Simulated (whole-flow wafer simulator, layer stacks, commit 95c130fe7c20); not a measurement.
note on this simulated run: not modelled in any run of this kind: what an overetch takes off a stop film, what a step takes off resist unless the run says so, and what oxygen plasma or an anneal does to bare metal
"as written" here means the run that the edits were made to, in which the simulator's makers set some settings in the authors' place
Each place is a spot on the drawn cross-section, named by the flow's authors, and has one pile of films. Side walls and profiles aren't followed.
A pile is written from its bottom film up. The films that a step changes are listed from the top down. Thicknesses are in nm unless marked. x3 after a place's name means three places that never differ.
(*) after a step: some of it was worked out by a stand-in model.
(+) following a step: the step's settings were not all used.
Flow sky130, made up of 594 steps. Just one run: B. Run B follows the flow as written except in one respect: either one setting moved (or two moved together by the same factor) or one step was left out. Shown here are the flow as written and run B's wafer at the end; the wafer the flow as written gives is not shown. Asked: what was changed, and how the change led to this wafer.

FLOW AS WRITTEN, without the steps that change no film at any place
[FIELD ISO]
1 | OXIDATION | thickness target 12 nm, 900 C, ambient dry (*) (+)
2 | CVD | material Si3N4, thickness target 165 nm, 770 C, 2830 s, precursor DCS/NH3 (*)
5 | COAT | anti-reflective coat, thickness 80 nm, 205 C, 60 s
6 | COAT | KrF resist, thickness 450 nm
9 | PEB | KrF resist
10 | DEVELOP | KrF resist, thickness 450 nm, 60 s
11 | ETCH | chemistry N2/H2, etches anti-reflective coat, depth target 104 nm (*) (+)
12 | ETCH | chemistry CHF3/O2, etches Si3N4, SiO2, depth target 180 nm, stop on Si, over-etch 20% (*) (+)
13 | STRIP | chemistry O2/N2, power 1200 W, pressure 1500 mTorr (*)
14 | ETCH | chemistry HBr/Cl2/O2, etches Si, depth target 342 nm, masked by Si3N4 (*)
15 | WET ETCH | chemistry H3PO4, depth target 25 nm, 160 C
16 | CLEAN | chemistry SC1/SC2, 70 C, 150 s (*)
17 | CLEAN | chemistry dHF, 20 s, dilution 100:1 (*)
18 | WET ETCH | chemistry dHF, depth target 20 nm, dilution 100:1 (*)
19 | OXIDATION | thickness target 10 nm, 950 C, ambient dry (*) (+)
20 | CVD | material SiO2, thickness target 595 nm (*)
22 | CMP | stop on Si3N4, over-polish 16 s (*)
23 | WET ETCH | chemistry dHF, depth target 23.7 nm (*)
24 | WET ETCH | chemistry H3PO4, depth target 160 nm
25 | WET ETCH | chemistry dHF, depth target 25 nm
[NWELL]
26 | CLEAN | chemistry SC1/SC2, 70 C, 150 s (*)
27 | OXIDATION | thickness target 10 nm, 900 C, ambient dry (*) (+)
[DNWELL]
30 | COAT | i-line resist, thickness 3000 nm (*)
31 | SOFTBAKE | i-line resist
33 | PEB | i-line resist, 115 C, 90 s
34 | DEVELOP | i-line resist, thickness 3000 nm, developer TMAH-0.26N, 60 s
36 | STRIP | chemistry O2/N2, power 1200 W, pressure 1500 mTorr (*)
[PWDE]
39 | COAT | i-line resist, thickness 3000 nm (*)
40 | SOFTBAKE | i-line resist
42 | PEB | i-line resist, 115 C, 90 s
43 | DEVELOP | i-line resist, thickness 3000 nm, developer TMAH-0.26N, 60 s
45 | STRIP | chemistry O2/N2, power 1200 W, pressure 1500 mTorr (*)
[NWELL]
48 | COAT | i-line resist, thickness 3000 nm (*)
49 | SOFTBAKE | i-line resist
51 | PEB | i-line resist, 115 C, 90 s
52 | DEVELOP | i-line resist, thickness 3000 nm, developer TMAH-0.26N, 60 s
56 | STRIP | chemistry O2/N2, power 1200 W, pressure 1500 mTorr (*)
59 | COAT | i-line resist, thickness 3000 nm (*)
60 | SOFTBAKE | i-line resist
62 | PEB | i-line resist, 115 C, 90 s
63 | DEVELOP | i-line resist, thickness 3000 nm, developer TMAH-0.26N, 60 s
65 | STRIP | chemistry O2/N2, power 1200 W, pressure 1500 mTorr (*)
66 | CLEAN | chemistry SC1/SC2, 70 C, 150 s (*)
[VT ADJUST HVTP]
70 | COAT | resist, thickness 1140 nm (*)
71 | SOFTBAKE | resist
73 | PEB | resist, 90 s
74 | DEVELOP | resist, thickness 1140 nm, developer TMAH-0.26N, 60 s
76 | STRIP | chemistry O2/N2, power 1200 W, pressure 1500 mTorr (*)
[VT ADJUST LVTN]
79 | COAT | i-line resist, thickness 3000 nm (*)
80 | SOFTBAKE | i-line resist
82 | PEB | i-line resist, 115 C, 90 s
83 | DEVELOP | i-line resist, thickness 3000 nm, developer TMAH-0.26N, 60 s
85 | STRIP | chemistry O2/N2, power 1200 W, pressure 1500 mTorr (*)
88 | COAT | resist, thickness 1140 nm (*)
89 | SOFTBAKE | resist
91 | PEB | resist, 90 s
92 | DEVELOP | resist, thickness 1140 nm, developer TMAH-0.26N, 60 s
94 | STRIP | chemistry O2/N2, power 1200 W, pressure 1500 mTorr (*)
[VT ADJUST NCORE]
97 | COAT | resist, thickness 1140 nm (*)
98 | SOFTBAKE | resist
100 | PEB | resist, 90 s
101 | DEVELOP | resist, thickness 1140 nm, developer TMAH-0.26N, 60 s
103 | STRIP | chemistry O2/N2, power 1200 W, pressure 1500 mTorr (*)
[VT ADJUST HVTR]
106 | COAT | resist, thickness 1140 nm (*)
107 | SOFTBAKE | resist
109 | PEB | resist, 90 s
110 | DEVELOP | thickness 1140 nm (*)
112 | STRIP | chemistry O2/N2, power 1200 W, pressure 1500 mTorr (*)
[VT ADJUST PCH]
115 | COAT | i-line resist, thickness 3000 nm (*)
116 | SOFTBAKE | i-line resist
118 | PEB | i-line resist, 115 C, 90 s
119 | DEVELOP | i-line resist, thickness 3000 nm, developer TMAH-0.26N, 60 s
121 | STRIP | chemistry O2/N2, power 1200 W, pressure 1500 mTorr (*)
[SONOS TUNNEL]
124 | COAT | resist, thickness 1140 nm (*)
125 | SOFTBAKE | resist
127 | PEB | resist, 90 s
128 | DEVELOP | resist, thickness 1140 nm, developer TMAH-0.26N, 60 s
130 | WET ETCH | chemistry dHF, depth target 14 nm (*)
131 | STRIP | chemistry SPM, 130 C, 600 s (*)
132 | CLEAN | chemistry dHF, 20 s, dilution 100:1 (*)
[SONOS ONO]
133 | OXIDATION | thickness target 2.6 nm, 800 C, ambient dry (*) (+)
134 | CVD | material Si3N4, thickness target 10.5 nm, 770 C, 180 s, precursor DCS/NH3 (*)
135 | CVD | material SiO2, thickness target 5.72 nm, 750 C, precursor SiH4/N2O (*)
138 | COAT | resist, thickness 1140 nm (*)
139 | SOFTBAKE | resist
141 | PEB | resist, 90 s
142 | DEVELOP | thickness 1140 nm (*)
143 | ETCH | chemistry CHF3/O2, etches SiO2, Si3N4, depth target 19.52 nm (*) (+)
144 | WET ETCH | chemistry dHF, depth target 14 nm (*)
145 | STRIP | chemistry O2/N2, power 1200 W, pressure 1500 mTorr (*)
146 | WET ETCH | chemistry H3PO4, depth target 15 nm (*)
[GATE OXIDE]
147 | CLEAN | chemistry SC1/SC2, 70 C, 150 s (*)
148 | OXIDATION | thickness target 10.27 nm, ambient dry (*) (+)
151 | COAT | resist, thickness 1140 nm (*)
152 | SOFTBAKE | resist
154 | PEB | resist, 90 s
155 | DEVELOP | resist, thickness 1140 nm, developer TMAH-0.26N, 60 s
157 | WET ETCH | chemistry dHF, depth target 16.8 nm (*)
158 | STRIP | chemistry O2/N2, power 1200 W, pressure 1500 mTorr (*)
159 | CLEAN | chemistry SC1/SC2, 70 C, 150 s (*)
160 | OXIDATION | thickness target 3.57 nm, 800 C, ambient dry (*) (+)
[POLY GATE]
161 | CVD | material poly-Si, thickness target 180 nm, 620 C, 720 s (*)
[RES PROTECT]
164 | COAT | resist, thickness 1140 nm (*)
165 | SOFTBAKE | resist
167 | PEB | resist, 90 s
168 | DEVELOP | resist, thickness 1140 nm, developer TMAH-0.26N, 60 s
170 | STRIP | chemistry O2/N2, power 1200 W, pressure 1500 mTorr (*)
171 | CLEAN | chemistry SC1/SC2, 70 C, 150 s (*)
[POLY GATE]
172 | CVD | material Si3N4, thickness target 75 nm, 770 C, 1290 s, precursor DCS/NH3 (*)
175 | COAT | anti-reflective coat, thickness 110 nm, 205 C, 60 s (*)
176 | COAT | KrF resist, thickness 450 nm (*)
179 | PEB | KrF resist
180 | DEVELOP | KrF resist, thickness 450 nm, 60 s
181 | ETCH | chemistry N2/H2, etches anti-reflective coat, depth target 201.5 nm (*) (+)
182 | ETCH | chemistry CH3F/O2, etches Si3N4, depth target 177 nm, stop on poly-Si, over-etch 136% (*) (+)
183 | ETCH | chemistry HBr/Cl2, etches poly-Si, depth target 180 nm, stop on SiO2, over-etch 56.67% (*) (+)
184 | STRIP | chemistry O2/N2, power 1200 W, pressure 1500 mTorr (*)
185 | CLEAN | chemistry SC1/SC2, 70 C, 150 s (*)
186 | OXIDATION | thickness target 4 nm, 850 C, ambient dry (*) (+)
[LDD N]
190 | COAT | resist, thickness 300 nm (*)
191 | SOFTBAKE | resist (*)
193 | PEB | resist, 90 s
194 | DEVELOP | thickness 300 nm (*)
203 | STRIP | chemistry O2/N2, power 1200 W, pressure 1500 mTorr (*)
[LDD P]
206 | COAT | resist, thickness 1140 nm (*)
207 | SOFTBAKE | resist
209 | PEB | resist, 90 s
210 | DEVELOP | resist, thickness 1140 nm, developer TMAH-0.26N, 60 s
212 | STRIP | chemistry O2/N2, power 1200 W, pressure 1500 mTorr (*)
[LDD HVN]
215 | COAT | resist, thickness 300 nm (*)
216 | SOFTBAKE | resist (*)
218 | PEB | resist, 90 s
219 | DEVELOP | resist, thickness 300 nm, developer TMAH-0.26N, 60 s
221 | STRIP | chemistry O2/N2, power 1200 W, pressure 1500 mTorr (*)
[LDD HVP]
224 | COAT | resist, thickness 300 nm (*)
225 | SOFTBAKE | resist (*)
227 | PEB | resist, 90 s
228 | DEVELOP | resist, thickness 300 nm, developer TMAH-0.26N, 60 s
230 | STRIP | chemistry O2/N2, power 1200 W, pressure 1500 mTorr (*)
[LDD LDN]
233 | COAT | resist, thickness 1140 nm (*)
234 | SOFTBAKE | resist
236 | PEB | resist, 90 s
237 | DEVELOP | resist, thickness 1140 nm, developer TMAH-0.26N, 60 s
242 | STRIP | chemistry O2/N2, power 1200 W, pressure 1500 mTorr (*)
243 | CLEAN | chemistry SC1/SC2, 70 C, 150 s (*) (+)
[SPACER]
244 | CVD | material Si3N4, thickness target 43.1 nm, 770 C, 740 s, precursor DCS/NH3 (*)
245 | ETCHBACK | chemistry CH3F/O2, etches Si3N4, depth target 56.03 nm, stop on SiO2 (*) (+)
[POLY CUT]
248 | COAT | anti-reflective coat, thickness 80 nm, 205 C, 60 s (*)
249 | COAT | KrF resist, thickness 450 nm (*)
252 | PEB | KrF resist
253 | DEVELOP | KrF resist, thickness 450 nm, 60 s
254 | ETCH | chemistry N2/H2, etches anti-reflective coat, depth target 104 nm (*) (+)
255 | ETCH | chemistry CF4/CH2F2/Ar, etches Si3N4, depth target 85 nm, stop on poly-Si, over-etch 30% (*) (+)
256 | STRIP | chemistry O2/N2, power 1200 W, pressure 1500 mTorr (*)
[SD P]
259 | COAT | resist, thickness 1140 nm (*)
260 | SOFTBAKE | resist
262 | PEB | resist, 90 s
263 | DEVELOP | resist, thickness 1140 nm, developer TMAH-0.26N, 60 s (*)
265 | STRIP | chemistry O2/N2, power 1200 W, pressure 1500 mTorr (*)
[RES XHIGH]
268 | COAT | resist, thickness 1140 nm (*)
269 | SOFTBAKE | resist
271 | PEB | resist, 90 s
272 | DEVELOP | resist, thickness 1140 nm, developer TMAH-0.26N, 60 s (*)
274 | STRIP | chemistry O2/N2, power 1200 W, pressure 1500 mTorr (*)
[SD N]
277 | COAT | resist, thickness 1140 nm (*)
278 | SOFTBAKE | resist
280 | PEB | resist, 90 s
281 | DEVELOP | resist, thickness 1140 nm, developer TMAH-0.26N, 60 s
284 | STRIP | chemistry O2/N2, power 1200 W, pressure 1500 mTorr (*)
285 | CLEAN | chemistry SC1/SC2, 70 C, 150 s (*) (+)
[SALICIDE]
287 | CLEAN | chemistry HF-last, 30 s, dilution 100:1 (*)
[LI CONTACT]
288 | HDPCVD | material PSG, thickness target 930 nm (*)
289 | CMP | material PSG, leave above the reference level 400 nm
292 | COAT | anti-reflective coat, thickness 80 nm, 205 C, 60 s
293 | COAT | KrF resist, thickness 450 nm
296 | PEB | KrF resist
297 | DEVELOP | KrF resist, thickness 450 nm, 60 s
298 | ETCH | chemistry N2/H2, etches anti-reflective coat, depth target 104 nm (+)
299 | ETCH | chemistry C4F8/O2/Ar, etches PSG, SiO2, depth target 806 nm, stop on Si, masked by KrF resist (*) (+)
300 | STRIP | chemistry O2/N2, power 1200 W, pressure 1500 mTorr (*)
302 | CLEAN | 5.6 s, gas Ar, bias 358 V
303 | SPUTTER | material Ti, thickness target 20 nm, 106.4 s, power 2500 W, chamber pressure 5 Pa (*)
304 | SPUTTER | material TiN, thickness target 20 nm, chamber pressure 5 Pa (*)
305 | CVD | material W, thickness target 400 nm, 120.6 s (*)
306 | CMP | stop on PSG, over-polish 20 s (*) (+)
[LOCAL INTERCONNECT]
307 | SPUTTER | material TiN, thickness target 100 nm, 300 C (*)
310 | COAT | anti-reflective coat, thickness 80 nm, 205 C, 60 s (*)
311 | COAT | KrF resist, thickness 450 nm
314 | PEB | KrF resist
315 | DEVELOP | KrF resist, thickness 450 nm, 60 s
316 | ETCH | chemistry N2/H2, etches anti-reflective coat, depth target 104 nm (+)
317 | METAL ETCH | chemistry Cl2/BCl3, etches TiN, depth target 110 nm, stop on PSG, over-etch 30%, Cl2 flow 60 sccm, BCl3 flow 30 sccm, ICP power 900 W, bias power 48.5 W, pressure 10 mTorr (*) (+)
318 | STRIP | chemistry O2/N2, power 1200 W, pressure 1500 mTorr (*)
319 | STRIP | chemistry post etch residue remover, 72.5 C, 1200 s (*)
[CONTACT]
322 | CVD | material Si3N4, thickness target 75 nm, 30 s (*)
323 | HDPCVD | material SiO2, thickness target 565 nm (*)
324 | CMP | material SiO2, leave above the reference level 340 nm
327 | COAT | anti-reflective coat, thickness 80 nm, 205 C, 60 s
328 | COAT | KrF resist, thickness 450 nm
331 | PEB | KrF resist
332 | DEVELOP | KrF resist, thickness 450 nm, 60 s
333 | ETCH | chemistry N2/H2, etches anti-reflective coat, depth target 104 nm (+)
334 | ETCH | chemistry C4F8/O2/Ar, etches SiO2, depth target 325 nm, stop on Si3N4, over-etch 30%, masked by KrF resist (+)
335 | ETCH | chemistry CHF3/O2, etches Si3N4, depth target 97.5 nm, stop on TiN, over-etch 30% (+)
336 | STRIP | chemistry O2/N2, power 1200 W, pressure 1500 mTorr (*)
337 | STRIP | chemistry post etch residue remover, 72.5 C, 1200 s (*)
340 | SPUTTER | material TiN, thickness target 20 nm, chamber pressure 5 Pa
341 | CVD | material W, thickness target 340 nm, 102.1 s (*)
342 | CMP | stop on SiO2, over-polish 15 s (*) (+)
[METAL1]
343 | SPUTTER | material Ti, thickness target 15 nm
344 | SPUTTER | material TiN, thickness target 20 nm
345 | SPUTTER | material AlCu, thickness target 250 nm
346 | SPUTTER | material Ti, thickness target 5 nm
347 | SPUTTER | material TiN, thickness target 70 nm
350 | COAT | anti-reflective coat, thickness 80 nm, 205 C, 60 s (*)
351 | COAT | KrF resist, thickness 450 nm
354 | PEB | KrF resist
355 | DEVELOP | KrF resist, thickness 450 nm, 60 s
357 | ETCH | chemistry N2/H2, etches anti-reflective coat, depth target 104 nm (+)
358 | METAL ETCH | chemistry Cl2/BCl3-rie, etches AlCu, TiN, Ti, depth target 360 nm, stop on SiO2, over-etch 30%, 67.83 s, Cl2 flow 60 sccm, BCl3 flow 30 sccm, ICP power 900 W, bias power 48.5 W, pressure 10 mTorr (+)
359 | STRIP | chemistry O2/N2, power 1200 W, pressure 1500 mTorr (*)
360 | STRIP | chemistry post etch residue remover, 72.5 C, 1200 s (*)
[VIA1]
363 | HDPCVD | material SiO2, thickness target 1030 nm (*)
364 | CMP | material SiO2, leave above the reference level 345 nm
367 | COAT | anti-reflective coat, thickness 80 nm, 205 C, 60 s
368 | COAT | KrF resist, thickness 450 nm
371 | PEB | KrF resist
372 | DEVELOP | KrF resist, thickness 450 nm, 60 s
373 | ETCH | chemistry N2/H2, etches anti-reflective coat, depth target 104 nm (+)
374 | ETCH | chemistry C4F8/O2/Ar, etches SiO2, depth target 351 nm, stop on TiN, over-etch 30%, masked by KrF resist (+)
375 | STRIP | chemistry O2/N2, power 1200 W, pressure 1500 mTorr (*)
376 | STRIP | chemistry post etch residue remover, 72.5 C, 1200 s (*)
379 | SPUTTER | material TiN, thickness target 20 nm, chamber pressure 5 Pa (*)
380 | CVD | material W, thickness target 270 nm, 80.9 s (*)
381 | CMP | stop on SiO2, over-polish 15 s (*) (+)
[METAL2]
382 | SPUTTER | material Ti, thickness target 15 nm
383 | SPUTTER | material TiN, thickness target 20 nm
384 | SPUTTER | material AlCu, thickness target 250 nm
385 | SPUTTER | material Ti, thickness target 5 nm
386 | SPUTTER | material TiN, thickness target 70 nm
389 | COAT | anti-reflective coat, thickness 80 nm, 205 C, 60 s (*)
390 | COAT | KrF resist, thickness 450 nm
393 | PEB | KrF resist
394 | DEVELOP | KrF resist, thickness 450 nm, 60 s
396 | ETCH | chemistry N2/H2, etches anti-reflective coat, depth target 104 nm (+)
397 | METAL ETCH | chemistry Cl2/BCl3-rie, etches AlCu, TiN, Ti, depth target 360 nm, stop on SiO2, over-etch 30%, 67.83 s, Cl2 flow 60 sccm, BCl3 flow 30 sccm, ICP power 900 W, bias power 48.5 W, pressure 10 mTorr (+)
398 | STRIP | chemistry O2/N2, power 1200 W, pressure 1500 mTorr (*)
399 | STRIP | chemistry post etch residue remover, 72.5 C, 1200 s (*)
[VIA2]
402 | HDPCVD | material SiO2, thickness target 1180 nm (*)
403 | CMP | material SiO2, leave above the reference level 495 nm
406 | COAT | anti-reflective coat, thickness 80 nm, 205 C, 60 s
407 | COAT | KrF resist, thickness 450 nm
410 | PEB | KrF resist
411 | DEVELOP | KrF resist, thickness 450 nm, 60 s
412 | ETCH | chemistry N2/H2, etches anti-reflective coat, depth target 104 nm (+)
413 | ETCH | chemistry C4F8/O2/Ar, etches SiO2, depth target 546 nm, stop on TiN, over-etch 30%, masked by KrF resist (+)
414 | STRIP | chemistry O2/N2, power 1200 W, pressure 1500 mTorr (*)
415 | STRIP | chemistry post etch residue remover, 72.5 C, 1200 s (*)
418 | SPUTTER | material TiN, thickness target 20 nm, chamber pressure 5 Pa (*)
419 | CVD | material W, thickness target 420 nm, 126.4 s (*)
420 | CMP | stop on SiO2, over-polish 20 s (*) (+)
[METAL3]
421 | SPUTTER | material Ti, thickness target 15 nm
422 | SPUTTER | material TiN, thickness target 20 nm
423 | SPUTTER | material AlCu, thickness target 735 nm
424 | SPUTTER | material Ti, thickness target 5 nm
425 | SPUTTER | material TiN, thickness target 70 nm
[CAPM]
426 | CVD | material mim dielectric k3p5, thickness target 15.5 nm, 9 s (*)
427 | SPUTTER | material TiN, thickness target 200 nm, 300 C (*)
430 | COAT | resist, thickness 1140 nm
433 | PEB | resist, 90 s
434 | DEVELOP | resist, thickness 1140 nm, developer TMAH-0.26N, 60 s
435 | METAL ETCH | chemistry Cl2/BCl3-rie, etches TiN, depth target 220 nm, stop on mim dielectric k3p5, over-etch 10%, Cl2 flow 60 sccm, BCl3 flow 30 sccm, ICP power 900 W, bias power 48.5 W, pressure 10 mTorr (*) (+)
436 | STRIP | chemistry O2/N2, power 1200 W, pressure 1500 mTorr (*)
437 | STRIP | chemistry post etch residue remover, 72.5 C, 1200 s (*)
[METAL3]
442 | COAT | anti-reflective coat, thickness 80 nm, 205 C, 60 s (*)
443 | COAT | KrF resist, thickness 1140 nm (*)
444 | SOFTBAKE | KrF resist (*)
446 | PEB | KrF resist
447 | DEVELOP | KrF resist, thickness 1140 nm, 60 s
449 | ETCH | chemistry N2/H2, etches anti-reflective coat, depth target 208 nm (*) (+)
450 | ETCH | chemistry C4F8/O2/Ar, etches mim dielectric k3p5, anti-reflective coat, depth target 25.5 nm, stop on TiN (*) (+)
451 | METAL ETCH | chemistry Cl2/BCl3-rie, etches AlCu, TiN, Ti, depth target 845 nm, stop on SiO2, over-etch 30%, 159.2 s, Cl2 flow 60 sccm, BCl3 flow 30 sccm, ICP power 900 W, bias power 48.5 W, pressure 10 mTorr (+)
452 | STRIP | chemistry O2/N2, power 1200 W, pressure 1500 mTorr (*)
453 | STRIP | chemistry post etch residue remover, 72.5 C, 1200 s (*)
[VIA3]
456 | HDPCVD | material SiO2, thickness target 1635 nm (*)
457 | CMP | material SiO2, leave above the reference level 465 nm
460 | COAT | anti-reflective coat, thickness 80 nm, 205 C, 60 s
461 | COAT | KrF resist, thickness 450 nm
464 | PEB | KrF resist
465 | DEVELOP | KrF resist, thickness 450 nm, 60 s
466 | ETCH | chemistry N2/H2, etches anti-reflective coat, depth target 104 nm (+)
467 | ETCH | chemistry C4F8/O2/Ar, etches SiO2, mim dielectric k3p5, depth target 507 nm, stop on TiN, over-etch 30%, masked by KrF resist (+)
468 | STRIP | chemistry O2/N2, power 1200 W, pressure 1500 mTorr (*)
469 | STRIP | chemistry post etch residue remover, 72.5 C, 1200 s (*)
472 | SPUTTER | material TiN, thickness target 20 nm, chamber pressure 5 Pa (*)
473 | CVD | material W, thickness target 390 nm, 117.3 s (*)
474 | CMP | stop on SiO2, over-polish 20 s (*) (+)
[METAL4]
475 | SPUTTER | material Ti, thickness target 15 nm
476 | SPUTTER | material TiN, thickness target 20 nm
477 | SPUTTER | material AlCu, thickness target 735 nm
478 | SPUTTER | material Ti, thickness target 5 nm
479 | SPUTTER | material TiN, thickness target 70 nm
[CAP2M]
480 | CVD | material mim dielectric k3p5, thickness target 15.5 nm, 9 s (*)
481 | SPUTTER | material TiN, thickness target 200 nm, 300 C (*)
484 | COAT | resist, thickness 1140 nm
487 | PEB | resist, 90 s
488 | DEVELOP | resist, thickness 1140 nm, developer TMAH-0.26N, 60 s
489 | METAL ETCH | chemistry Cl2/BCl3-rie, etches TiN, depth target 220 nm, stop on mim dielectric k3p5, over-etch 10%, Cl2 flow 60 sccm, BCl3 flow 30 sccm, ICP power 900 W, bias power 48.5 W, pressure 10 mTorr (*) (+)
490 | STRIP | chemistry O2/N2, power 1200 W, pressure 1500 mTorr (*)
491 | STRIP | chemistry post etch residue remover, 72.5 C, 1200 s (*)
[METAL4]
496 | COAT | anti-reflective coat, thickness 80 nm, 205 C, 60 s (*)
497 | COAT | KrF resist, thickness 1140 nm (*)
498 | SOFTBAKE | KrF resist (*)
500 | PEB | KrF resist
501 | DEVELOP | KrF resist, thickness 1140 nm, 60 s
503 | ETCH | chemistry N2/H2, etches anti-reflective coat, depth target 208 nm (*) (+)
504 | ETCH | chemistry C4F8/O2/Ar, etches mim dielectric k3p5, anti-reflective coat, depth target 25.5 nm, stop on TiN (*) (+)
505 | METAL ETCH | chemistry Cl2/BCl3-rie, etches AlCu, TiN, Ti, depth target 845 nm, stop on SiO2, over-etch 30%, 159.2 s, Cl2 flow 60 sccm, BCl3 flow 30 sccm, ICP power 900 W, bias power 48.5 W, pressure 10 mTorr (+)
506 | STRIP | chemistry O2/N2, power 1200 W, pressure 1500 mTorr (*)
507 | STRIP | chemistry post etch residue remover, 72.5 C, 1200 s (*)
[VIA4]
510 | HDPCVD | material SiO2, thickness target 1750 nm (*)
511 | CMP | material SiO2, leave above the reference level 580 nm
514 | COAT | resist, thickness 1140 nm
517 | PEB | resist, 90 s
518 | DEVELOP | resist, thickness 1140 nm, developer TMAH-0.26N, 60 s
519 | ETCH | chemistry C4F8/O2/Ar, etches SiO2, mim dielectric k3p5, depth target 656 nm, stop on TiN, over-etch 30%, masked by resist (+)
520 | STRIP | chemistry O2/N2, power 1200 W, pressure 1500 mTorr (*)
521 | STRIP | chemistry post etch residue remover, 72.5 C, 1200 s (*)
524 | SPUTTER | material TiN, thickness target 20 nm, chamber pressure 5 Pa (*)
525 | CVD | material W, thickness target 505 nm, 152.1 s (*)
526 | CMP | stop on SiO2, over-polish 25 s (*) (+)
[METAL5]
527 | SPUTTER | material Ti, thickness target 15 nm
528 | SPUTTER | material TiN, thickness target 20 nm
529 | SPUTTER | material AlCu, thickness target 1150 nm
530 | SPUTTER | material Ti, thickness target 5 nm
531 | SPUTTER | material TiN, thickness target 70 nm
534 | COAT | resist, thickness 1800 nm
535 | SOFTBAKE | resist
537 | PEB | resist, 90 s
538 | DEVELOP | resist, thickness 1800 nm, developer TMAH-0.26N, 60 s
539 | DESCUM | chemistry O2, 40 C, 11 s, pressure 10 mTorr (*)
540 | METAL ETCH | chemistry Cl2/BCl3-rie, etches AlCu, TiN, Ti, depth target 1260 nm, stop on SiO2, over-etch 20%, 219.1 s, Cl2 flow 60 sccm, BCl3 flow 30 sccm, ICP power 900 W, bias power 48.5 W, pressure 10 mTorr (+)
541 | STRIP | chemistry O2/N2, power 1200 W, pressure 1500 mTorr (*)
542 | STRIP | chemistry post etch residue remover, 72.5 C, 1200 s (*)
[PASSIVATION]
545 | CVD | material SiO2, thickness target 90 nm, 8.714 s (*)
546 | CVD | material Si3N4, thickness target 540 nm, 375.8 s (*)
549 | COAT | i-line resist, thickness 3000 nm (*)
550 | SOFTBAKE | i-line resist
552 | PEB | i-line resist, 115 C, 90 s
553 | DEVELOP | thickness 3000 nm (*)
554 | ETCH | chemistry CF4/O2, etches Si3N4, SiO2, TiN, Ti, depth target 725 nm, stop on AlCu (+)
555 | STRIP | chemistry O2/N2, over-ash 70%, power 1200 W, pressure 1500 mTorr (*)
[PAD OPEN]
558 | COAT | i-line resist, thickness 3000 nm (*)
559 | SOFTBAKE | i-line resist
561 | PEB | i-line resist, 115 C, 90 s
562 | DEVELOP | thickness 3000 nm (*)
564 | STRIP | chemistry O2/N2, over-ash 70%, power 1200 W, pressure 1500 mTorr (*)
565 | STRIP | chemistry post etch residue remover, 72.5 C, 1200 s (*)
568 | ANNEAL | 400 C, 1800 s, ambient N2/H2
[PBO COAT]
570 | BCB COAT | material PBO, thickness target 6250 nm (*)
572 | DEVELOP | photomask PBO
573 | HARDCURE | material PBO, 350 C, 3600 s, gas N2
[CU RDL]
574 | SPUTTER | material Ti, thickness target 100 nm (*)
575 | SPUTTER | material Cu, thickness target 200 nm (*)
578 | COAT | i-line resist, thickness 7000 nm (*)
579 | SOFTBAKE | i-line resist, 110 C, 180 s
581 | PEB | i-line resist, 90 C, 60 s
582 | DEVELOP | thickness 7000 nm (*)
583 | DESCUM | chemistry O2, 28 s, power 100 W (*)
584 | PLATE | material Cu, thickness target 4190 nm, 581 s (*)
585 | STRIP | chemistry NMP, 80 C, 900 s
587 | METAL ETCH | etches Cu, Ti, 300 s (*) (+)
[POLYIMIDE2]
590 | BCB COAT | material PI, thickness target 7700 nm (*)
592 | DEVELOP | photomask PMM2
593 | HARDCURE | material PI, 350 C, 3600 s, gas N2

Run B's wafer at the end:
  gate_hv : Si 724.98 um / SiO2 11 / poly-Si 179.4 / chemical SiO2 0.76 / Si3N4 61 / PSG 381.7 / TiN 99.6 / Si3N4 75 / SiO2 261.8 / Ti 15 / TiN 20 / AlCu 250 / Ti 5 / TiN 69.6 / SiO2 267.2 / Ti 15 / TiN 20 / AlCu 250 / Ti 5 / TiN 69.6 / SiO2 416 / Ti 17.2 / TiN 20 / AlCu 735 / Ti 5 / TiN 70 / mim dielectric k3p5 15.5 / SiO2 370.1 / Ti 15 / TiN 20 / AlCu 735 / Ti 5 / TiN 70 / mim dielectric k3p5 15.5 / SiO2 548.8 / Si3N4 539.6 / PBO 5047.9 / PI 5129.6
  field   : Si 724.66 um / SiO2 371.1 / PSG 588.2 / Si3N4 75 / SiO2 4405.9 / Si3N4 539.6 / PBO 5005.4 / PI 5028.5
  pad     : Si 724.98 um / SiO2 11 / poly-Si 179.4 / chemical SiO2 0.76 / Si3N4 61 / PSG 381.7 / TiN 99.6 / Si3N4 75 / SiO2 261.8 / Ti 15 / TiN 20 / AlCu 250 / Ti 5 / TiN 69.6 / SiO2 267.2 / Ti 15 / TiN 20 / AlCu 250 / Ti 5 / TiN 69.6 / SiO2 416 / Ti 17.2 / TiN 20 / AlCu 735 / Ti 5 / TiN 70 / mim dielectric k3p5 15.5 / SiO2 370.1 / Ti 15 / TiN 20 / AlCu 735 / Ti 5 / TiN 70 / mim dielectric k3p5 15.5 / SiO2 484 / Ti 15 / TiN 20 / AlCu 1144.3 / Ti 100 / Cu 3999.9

Cause: step 421, SPUTTER: thickness target 17.2 nm was run, though the flow has thickness target 15 nm.
The wafer itself shows it: gate_hv has Ti 17.2, and step 421 as written asks for 15 nm.

The path from the change to this, step by step:
  421 | SPUTTER | material Ti, thickness target 15 nm
      field, active, n_well and 188 more: +17.2 Ti (new film) (in the flow as written it would be: +15 Ti (new film))
  451 | METAL ETCH | chemistry Cl2/BCl3-rie, etches AlCu, TiN, Ti, depth target 845 nm, stop on SiO2, over-etch 30%, 159.2 s, Cl2 flow 60 sccm, BCl3 flow 30 sccm, ICP power 900 W, bias power 48.5 W, pressure 10 mTorr (+)
      field, active, gate and 69 more: -70 TiN (all of it), -5 Ti (all of it), -735 AlCu (all of it), -20 TiN (all of it), -17.2 Ti (all of it), -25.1 SiO2 (in the flow as written it would be: -70 TiN (all of it), -5 Ti (all of it), -735 AlCu (all of it), -20 TiN (all of it), -15 Ti (all of it), -25.4 SiO2)
      vpp_ln, vpp_iso2, ndiff_ln and 10 more: -70 TiN (all of it), -5 Ti (all of it), -735 AlCu (all of it), -20 TiN (all of it), -17.2 Ti (all of it), -25.1 SiO2 (in the flow as written it would be: -70 TiN (all of it), -5 Ti (all of it), -735 AlCu (all of it), -20 TiN (all of it), -15 Ti (all of it), -25.3 SiO2)
